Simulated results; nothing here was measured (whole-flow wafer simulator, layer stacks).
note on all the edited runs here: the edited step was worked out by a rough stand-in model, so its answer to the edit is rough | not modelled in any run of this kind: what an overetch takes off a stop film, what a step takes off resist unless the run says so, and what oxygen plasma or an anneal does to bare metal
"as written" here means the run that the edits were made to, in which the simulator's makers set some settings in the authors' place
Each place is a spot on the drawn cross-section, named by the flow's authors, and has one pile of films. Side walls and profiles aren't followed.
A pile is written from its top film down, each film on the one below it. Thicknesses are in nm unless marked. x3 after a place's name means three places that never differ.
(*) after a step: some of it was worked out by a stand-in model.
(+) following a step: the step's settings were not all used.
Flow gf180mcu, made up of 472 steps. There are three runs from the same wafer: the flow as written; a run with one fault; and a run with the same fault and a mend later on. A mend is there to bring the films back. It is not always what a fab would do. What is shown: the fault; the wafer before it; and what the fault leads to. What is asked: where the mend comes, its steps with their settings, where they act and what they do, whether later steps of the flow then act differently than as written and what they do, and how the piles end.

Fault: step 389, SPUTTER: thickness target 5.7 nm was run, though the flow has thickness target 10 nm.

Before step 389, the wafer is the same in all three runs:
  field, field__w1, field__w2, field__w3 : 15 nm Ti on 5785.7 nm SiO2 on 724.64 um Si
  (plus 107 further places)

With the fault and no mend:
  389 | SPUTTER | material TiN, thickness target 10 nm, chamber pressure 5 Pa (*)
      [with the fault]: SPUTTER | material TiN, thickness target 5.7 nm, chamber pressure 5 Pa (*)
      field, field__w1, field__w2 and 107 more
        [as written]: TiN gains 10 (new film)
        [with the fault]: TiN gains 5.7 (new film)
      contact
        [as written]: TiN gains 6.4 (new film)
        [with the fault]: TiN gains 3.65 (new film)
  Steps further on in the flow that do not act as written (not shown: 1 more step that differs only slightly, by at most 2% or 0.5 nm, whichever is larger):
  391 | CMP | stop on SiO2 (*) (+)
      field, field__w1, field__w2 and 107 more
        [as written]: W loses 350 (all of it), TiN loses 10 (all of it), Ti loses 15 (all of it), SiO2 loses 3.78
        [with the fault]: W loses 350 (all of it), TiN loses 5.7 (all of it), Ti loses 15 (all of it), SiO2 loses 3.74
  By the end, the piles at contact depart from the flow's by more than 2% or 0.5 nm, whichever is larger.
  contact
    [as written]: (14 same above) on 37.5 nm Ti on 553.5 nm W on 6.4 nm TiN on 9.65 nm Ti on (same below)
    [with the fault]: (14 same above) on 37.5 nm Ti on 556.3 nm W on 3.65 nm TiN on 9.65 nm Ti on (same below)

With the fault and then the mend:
  The mend follows step 389.
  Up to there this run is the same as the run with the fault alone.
  389a | SPUTTER | material TiN, thickness target 4.3 nm, chamber pressure 5 Pa (*) (a further turn of the flow's step 389, with different settings)
      field, field__w1, field__w2 and 107 more
        TiN gains 4.3
      contact
        TiN gains 2.75
  None of the later steps of the flow acts differently than as written at any place that is followed.
  The piles end the same as the flow's at every place that both follow.
